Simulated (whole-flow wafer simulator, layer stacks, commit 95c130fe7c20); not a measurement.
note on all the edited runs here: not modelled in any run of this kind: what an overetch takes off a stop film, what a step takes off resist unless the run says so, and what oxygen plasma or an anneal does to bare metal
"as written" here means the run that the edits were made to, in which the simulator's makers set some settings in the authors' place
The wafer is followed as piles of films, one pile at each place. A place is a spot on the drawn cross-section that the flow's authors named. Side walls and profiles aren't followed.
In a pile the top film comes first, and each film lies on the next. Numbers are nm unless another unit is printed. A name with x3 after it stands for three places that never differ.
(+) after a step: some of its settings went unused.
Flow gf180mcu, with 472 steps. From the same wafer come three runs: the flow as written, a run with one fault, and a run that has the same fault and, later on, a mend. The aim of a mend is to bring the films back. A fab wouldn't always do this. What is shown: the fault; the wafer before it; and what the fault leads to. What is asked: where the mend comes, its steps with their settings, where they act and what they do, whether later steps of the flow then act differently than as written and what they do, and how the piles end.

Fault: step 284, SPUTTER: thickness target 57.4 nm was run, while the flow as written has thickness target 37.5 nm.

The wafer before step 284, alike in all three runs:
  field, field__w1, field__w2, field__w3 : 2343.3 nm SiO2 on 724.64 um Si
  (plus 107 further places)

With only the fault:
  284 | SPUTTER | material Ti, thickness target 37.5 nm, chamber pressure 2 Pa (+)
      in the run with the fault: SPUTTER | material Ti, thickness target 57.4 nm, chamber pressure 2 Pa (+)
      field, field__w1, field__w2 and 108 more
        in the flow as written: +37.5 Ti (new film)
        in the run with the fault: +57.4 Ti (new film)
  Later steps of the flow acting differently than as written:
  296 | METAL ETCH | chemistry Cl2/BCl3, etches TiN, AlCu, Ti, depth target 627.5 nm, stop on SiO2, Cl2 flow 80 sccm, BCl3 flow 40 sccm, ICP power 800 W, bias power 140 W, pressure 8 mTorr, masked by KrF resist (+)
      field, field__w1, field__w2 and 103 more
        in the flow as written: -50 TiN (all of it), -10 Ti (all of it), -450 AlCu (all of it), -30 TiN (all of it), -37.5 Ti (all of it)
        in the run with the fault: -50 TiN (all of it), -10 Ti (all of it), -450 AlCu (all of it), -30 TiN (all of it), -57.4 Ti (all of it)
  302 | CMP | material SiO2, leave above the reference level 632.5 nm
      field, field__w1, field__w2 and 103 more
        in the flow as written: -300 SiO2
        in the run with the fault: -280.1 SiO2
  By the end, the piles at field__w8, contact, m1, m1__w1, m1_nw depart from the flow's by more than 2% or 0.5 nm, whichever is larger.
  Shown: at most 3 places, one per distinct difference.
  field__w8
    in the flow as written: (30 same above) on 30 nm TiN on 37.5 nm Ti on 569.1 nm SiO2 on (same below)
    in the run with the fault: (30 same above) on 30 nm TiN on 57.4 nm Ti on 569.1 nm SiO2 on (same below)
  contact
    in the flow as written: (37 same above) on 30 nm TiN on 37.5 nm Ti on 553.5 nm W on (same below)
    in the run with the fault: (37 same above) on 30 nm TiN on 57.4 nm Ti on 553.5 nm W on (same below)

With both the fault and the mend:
  The mend follows step 284.
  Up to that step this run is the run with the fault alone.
  284a | METAL ETCH | chemistry Cl2/BCl3, etches TiN, AlCu, Ti, depth target 19.9 nm, Cl2 flow 80 sccm, BCl3 flow 40 sccm, ICP power 800 W, bias power 140 W, pressure 8 mTorr (the flow's step 260, run once more with other settings)
      field, field__w1, field__w2 and 108 more
        -19.9 Ti
  Every later step of the flow that is run acts as written at every place that is followed.
  The piles end the same as the flow's at every place that both follow.
